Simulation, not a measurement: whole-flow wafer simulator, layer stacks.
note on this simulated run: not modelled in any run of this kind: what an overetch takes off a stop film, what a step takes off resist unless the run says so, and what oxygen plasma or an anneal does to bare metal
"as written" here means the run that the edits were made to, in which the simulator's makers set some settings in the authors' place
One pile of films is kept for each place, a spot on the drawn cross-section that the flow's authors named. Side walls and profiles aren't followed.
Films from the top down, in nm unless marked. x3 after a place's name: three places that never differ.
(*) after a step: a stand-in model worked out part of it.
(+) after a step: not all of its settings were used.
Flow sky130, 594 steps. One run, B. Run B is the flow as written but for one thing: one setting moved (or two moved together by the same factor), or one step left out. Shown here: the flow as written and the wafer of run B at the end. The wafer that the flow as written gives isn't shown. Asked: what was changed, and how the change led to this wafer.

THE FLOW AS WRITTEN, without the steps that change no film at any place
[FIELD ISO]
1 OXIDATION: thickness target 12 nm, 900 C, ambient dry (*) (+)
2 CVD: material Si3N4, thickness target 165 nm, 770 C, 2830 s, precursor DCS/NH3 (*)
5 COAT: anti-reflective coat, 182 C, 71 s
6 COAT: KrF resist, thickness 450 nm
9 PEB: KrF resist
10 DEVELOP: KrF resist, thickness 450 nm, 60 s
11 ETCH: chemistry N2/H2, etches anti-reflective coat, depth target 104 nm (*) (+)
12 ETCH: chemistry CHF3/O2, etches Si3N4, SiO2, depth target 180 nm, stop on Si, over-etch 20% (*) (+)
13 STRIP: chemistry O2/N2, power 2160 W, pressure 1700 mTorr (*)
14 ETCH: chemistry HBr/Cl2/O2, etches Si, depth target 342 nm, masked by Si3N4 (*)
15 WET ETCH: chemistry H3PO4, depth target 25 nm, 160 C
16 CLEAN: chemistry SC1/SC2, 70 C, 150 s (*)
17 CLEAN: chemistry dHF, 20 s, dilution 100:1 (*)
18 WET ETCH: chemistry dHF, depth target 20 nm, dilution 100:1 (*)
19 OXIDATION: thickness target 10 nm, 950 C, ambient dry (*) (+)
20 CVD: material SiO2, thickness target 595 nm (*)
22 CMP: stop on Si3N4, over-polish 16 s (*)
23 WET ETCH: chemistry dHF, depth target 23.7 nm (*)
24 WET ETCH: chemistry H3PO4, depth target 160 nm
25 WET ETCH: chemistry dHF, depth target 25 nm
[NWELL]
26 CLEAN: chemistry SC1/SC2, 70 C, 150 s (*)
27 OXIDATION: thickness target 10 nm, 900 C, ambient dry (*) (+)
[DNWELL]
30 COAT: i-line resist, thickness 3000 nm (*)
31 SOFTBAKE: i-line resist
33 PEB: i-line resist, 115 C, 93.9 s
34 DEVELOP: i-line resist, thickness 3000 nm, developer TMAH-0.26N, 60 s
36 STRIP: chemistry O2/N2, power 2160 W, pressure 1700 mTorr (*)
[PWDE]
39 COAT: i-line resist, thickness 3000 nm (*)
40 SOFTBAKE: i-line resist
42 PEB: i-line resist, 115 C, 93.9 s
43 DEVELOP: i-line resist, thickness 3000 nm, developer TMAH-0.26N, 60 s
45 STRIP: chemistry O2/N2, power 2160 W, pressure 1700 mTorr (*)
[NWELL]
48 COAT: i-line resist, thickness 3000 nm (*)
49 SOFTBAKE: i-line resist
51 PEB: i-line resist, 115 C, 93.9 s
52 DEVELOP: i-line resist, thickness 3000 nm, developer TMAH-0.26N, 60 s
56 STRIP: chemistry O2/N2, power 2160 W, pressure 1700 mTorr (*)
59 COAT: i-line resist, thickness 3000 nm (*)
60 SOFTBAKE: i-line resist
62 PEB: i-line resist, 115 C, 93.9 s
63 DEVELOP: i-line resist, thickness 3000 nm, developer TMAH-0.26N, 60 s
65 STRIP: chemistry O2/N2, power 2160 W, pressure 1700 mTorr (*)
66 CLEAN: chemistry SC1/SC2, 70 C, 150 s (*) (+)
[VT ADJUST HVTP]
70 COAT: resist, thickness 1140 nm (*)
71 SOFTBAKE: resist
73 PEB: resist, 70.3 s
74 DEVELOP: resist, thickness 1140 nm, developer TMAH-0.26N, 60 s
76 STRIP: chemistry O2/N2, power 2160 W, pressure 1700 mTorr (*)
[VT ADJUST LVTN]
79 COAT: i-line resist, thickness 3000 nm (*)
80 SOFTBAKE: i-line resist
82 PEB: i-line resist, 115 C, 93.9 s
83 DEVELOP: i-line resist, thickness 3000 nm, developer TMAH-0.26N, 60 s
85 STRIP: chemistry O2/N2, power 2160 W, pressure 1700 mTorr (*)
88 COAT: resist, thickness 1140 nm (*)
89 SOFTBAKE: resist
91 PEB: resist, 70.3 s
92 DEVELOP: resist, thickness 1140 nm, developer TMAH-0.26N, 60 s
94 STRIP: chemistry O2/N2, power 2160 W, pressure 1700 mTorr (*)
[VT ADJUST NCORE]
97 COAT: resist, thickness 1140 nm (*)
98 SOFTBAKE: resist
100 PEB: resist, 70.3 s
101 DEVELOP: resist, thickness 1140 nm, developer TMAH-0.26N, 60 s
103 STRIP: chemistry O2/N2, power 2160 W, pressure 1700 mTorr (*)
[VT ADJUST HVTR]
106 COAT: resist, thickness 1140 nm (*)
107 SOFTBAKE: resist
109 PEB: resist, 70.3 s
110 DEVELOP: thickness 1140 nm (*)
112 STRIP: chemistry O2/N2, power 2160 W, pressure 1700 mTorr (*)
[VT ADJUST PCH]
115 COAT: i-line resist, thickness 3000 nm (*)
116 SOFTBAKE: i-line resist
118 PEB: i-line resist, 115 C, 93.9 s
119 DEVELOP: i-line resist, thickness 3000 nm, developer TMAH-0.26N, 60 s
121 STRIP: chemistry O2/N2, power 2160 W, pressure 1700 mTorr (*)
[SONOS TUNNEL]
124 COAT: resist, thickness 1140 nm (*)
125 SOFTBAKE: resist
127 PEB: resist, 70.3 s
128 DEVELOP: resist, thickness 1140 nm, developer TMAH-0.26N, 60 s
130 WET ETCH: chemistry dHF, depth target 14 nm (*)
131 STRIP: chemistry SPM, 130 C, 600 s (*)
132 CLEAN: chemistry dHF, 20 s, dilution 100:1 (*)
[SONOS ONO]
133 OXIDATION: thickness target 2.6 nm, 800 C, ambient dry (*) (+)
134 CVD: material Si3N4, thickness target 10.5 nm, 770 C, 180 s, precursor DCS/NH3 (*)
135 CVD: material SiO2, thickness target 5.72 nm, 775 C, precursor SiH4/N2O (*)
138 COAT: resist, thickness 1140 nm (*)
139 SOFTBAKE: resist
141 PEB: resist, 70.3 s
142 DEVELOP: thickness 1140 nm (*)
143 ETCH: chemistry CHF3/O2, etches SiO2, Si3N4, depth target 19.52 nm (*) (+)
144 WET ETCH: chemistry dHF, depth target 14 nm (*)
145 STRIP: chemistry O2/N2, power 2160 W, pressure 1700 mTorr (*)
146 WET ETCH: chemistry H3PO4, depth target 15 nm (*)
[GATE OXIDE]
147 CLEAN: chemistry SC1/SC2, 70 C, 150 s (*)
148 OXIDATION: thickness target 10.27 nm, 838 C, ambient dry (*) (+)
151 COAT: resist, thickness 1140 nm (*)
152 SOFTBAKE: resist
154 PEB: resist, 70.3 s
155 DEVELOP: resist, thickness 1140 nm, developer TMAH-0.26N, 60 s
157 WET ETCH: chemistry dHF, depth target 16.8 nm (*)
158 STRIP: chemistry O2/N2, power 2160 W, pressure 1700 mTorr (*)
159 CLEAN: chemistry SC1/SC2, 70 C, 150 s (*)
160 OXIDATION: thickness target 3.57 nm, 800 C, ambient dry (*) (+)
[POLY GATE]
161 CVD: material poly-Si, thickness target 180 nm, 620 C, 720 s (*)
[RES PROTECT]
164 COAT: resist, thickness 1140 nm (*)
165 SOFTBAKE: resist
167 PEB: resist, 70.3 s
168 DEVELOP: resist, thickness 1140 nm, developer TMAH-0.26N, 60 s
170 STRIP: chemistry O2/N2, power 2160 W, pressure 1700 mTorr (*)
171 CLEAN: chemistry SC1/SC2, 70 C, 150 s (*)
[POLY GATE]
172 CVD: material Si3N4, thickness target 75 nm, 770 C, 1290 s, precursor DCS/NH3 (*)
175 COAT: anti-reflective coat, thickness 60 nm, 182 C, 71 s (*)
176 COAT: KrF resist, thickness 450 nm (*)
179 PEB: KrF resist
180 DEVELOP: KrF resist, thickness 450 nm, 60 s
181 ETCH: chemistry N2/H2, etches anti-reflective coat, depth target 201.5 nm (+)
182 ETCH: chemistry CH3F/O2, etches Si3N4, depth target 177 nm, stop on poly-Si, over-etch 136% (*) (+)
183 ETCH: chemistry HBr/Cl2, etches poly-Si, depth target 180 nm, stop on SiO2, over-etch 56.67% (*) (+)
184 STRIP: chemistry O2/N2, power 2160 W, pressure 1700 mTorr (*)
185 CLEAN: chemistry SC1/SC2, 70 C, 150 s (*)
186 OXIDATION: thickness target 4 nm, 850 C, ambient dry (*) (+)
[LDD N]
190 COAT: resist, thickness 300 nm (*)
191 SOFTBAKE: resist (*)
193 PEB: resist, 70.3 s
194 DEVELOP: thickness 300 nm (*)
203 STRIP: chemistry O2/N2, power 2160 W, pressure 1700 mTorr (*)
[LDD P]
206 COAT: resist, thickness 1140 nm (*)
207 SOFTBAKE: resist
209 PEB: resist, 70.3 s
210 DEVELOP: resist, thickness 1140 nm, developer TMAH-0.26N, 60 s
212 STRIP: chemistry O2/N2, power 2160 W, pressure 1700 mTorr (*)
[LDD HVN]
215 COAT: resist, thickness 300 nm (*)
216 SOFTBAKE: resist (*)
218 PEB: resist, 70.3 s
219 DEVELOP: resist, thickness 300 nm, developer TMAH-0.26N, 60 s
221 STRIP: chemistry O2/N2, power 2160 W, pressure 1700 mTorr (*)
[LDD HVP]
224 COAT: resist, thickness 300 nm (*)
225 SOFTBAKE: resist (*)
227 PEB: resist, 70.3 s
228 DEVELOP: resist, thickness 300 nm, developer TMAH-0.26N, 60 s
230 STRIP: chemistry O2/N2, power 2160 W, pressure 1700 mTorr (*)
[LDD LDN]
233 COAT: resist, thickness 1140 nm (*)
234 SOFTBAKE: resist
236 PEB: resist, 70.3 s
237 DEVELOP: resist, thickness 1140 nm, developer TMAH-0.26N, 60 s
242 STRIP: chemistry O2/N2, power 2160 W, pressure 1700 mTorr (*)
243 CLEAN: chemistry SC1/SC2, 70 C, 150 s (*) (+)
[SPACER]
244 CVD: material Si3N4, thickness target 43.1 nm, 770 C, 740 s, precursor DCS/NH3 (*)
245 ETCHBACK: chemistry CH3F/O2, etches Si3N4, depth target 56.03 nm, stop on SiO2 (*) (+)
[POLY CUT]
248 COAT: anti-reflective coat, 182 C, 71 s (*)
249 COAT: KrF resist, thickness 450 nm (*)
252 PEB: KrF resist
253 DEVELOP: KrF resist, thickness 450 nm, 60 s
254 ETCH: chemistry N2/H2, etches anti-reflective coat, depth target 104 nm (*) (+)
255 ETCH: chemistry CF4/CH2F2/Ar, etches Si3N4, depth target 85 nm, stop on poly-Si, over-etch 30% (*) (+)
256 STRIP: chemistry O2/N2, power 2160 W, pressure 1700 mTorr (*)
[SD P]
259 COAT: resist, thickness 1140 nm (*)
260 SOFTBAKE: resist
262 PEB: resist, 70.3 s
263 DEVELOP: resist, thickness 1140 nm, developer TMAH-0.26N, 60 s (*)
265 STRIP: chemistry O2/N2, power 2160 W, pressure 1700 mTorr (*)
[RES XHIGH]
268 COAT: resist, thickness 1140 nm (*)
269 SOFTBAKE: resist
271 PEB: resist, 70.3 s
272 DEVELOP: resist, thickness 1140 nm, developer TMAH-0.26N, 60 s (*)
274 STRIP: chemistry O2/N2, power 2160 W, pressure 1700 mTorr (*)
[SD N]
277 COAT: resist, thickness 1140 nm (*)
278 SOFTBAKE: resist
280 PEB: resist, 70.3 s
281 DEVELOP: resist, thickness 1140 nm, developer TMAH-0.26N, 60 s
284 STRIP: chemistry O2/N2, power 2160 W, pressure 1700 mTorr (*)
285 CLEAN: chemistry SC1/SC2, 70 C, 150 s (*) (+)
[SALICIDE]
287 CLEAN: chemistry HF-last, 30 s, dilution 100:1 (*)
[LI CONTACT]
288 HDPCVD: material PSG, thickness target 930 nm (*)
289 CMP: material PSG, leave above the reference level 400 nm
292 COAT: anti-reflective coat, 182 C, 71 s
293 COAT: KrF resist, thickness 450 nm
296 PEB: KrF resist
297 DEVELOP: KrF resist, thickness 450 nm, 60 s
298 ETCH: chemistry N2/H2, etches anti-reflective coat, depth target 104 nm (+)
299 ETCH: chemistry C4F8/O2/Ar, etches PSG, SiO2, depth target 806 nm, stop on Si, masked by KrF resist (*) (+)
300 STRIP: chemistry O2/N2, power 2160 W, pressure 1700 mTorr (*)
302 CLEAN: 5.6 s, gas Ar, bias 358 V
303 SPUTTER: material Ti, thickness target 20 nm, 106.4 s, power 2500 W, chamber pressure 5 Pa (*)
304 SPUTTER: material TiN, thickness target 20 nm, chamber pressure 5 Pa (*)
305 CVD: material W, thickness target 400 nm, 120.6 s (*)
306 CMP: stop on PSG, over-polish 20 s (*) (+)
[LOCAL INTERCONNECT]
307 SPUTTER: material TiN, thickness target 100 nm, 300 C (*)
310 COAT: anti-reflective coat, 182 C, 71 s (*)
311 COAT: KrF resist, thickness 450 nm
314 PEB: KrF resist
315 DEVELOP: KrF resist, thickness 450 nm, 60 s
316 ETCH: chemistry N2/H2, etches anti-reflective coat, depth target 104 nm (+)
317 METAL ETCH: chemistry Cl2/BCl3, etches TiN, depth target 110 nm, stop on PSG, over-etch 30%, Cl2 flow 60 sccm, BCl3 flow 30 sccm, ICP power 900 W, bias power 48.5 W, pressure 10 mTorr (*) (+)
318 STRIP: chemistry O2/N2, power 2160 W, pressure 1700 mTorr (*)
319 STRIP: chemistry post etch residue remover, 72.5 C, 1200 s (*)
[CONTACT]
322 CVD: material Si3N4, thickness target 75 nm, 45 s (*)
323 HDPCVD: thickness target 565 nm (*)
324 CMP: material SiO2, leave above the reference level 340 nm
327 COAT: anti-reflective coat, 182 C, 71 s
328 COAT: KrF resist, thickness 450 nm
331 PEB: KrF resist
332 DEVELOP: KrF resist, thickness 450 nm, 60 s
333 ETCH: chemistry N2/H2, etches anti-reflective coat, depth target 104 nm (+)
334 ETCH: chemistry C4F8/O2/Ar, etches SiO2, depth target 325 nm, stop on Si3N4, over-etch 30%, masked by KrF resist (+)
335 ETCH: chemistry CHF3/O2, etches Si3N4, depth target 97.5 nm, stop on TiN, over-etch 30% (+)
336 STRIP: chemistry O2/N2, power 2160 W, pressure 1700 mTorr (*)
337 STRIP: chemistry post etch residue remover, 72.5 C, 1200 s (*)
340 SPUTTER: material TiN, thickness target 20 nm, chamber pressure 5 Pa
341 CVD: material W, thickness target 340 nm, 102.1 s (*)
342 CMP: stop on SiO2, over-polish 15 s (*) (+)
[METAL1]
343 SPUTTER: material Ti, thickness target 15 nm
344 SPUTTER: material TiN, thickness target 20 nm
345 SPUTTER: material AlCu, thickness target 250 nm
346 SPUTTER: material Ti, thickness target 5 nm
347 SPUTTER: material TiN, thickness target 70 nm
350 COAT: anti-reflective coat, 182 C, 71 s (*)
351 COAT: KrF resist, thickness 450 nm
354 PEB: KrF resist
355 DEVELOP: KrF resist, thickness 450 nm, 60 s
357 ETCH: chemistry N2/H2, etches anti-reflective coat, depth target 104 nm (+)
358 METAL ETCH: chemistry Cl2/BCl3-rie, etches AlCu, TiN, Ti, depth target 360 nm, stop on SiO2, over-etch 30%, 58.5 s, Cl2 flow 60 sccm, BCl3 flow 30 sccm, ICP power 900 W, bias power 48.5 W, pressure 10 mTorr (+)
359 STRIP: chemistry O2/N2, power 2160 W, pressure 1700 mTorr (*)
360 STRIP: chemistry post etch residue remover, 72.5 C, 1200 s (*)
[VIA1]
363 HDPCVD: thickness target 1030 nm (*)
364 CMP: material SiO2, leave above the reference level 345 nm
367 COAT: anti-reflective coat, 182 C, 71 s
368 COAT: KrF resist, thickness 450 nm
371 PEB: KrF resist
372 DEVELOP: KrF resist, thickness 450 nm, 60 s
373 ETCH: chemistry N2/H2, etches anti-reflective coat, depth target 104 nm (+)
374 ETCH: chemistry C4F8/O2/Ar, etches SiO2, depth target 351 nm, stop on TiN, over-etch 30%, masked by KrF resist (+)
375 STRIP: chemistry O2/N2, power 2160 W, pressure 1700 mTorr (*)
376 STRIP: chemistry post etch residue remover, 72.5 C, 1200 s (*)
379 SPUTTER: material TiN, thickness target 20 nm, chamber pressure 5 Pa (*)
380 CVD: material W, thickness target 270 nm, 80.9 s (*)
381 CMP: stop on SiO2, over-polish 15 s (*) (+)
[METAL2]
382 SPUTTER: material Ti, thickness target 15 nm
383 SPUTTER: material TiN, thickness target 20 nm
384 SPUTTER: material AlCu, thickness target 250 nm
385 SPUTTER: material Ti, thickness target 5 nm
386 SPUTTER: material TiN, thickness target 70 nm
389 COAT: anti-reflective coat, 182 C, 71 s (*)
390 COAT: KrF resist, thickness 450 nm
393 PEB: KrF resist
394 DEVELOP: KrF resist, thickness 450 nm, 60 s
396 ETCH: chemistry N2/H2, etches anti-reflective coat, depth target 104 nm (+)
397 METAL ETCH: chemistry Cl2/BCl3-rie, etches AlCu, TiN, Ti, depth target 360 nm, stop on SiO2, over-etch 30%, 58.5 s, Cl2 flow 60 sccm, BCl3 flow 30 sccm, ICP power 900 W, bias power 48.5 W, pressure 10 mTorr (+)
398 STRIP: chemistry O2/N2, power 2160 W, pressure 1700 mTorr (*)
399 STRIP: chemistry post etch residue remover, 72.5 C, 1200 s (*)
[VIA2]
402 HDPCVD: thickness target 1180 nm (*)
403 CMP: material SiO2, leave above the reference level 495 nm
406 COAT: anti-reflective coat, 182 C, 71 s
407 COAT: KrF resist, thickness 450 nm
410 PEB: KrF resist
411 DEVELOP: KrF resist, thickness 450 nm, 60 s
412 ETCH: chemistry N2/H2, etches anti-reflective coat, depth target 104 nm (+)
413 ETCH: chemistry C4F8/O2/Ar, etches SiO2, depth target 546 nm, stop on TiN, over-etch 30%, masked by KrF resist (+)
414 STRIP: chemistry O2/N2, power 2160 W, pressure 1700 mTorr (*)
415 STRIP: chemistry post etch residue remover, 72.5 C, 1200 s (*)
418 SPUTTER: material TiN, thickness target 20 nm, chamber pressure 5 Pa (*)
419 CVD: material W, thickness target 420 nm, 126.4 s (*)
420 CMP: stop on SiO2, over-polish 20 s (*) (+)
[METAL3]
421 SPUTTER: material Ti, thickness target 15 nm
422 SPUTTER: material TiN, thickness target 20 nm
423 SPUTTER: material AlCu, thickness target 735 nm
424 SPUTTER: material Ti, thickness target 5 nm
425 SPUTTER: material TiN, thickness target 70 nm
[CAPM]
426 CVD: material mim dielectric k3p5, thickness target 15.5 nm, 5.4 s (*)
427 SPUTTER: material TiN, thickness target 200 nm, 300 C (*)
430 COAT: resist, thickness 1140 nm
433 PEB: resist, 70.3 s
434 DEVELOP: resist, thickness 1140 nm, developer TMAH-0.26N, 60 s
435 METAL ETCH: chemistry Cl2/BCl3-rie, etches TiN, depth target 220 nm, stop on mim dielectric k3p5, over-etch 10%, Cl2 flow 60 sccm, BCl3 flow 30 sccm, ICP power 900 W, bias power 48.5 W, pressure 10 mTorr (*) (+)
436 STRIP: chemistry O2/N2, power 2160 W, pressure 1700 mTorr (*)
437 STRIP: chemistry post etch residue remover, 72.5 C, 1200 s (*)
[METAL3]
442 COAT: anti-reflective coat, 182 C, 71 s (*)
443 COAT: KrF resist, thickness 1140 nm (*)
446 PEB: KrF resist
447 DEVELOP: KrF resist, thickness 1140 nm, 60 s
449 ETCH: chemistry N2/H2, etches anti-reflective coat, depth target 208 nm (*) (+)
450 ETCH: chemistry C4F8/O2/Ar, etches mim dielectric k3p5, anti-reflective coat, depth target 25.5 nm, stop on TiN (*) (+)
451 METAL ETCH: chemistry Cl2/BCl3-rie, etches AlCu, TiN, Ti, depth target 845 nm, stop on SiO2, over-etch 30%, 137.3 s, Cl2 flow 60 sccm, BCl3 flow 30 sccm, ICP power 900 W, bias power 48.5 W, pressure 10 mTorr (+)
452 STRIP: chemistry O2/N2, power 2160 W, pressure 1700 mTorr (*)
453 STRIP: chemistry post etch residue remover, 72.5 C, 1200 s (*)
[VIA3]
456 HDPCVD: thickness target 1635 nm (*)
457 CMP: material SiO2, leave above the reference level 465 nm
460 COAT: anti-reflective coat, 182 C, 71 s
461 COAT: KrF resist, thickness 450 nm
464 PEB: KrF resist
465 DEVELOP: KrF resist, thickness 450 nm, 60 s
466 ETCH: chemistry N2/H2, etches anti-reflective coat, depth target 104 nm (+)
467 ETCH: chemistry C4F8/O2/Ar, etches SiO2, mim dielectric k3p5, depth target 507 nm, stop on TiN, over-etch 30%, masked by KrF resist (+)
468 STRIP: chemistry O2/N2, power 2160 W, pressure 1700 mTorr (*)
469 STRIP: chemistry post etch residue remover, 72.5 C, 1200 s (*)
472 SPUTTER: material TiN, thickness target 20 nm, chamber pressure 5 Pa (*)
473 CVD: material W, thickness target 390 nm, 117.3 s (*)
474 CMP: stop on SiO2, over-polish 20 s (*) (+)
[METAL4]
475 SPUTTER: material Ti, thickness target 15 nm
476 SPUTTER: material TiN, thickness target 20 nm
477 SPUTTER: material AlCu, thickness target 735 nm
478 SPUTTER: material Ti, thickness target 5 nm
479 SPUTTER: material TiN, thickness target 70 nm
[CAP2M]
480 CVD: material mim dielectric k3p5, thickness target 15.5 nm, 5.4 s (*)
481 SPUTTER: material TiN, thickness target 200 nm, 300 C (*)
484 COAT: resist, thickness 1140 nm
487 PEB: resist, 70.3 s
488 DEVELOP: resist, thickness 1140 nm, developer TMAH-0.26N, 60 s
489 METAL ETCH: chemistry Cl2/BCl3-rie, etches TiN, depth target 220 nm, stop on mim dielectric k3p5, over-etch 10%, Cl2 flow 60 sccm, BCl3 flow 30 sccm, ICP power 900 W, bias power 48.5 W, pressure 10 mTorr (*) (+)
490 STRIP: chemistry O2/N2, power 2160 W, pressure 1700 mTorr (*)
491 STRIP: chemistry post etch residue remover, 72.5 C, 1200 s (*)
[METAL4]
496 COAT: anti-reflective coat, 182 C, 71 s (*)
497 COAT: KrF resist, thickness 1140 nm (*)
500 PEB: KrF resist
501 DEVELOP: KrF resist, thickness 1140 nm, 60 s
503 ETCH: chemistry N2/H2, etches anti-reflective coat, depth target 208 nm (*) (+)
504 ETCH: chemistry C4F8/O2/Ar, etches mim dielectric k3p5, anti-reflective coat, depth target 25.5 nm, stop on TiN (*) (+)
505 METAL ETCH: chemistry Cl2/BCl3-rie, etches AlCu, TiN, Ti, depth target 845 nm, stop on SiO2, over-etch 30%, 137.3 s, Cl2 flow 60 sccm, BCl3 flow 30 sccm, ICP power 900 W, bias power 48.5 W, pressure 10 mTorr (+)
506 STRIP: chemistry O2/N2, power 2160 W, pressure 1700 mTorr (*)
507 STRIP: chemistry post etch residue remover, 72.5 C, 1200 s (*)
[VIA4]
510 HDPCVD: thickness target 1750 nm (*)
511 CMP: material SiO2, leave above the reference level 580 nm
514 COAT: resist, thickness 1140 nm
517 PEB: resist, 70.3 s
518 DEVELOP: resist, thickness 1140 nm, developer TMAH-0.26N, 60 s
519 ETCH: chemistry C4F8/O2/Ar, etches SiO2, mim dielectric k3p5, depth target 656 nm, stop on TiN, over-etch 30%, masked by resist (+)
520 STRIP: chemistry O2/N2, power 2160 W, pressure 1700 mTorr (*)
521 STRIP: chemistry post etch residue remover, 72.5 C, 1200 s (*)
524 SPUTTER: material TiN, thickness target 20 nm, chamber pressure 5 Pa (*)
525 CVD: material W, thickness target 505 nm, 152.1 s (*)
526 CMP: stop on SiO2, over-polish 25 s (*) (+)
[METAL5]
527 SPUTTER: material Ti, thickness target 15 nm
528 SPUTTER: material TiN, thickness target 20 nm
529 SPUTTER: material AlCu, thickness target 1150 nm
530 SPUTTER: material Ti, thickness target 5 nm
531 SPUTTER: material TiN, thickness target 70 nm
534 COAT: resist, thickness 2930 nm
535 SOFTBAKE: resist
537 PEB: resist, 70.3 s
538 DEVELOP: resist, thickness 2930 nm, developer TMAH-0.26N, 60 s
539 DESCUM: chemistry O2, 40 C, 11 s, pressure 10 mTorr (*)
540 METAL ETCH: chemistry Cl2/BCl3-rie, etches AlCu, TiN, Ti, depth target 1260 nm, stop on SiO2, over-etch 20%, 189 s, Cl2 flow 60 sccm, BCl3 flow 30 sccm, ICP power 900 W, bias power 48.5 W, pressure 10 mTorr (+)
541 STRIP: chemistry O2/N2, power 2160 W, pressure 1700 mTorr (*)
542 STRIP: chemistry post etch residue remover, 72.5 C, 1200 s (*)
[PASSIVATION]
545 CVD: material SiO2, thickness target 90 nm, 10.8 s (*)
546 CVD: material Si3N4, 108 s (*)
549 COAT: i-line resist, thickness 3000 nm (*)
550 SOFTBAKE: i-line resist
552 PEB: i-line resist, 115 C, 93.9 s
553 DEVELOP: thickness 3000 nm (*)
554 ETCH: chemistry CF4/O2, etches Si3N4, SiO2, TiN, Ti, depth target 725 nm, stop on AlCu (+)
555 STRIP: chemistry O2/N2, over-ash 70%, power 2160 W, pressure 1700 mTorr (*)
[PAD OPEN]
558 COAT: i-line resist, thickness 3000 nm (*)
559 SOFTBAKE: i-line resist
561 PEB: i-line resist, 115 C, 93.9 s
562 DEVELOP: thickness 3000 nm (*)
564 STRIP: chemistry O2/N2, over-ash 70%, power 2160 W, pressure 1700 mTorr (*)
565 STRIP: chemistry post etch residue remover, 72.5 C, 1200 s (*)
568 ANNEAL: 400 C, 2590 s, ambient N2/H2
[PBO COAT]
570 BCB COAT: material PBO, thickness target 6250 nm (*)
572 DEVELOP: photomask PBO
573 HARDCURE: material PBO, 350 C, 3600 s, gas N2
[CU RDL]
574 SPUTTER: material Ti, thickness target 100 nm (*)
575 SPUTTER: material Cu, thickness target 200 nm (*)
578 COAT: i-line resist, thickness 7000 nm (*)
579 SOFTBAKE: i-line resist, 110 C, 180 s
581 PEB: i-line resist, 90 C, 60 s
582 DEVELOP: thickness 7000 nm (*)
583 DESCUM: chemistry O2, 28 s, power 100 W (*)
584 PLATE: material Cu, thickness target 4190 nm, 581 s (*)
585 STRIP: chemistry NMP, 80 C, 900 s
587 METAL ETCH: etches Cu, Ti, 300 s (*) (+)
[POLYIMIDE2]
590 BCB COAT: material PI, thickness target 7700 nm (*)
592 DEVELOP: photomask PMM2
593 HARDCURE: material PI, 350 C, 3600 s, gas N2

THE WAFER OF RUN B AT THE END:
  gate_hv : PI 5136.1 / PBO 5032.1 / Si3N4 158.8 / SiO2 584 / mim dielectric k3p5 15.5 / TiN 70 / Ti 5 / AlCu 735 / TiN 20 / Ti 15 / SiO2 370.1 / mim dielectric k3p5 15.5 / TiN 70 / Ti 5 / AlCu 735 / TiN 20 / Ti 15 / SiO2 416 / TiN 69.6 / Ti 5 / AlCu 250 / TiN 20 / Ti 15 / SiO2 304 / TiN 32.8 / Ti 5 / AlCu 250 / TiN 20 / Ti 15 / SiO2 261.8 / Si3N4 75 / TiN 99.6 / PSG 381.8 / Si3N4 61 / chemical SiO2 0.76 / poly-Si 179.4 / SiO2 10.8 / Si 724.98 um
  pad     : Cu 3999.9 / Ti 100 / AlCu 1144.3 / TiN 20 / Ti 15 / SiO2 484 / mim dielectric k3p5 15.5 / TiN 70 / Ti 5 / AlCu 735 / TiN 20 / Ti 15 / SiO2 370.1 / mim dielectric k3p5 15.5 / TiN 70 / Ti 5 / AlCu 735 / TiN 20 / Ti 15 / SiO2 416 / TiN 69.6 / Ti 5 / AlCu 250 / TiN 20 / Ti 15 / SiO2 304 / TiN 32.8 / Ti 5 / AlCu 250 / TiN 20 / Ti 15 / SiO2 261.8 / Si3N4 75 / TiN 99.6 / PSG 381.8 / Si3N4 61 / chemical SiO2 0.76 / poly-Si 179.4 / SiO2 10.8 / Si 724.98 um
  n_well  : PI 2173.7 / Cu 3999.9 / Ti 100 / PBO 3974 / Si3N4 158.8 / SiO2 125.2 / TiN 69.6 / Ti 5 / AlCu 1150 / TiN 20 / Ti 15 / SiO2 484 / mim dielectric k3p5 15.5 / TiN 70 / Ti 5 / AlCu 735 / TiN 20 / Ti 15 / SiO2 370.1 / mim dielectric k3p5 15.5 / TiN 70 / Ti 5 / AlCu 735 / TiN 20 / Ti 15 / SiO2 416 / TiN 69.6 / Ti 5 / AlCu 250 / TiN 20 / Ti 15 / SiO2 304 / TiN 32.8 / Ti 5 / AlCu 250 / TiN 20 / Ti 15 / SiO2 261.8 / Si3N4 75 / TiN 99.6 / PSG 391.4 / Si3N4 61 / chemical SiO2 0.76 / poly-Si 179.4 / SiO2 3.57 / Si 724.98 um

The cause: step 347, SPUTTER: thickness target 33.2 nm was run, where the flow has thickness target 70 nm.

How the change led to this, step by step:
  347 SPUTTER: material TiN, thickness target 70 nm
      field, active, n_well and 188 more: TiN +33.2 (new film) (as written it would be: TiN +70 (new film))
  358 METAL ETCH: chemistry Cl2/BCl3-rie, etches AlCu, TiN, Ti, depth target 360 nm, stop on SiO2, over-etch 30%, 58.5 s, Cl2 flow 60 sccm, BCl3 flow 30 sccm, ICP power 900 W, bias power 48.5 W, pressure 10 mTorr (+)
      field, active, gate and 81 more: TiN -31.9 (all of it), Ti -5 (all of it), AlCu -250 (all of it), TiN -20 (all of it), Ti -15 (all of it), SiO2 -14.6 (as written it would be: TiN -68.7 (all of it), Ti -5 (all of it), AlCu -250 (all of it), TiN -20 (all of it), Ti -15 (all of it), SiO2 -10.9)
  364 CMP: material SiO2, leave above the reference level 345 nm
      n_well, p_well, gate_hv and 100 more: SiO2 -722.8 (as written it would be: SiO2 -759.6)
      poly_licon, ndiff_licon, ndiff_licon_cpp, rpo_hd_licon: SiO2 -722.2 (as written it would be: SiO2 -759)
  374 ETCH: chemistry C4F8/O2/Ar, etches SiO2, depth target 351 nm, stop on TiN, over-etch 30%, masked by KrF resist (+)
      m1, via1_hole: SiO2 -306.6 (all of it) (as written it would be: SiO2 -269.8 (all of it))
  379 SPUTTER: material TiN, thickness target 20 nm, chamber pressure 5 Pa (*)
      m1: TiN +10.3 (as written it would be: TiN +11)
      via1_hole: TiN +10.3 (as written it would be: TiN +10.9)
  380 CVD: material W, thickness target 270 nm, 80.9 s (*)
      m1: W +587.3 (new film) (as written it would be: W +549.9 (new film))
      via1_hole: W +587.4 (new film) (as written it would be: W +549.9 (new film))
